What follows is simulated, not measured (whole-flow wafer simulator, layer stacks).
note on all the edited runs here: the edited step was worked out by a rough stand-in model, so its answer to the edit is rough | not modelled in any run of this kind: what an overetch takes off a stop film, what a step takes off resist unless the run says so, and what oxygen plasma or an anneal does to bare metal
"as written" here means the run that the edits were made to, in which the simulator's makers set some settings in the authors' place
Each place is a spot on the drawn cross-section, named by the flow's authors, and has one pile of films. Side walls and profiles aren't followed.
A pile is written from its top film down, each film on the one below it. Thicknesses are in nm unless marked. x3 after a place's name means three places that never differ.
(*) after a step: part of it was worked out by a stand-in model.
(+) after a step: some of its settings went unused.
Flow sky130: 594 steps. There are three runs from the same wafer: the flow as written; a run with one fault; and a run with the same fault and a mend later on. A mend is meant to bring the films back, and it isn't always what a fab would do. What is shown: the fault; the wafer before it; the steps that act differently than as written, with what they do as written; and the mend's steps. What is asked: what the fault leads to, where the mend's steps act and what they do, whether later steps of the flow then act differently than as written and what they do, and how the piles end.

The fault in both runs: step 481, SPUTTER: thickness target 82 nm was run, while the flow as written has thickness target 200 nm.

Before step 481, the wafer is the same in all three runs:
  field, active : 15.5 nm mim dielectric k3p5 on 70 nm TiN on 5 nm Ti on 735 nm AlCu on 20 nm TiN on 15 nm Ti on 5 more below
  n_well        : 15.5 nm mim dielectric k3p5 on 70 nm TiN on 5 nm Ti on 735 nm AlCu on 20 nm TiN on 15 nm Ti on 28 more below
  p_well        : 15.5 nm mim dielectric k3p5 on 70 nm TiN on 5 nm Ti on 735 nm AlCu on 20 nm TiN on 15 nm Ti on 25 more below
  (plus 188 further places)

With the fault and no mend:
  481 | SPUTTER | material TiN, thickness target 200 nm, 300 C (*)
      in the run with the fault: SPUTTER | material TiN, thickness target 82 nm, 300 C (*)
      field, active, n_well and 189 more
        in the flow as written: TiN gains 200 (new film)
        in the run with the fault: TiN gains 82 (new film)
  Later steps of the flow acting differently than as written (4 other steps are not shown; they differ only slightly, by no more than 2% or 0.5 nm, whichever is larger):
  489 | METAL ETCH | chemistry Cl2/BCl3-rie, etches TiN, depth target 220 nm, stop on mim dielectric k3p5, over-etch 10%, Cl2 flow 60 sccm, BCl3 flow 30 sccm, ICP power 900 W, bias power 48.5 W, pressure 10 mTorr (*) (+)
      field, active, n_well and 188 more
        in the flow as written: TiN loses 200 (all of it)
        in the run with the fault: TiN loses 82 (all of it)
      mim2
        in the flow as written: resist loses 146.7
        in the run with the fault: resist loses 60.1
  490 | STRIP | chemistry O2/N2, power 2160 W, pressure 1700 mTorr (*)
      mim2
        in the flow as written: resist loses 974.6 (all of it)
        in the run with the fault: resist loses 1061.1 (all of it)
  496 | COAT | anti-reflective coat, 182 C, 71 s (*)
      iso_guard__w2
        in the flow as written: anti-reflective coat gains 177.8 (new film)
        in the run with the fault: anti-reflective coat gains 107 (new film)
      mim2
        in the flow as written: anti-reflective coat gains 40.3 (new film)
        in the run with the fault: anti-reflective coat gains 36.6 (new film)
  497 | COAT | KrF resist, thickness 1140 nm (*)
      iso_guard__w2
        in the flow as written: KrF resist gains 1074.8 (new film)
        in the run with the fault: KrF resist gains 1122.6 (new film)
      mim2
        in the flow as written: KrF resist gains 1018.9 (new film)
        in the run with the fault: KrF resist gains 1112.6 (new film)
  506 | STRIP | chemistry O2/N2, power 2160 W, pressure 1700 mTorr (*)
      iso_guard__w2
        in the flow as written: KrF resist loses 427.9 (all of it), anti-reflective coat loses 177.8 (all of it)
        in the run with the fault: KrF resist loses 475.6 (all of it), anti-reflective coat loses 107 (all of it)
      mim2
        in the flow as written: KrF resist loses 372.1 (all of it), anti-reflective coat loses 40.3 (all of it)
        in the run with the fault: KrF resist loses 465.6 (all of it), anti-reflective coat loses 36.6 (all of it)
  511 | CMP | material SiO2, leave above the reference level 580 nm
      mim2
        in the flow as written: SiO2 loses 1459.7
        in the run with the fault: SiO2 loses 1341.7
  At mim2, the piles at the end differ from the flow's by more than 2% or 0.5 nm, whichever is larger.
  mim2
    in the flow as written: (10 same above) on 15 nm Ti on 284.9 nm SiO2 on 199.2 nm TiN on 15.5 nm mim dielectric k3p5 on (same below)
    in the run with the fault: (10 same above) on 15 nm Ti on 402.9 nm SiO2 on 81.2 nm TiN on 15.5 nm mim dielectric k3p5 on (same below)

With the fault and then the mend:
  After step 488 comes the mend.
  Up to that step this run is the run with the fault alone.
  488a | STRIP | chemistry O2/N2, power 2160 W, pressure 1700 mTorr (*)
      mim2
        resist loses 1121.3 (all of it)
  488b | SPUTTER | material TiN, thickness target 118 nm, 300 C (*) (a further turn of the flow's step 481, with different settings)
      field, active, n_well and 189 more
        TiN gains 118
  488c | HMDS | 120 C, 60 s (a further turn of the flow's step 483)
      leaves every film unchanged at each place that is followed
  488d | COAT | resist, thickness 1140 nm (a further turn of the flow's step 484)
      field, active, n_well and 187 more
        resist gains 1140 (new film)
      m1, via3_hole
        resist gains 1140.6 (new film)
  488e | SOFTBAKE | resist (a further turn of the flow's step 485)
      leaves every film unchanged at each place that is followed
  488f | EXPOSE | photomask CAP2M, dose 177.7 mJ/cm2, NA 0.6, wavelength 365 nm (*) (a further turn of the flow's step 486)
      leaves every film unchanged at each place that is followed
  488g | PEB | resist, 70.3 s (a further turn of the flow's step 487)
      field, active, n_well and 189 more
        resist loses 18.7
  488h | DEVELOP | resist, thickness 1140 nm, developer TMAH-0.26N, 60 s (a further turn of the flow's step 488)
      field, active, n_well and 186 more
        resist loses 1121.3 (all of it)
      m1, via3_hole
        resist loses 1121.9 (all of it)
  None of the later steps of the flow acts differently than as written at any place that is followed.
  By the end, the piles equal the flow's at every place that both follow.
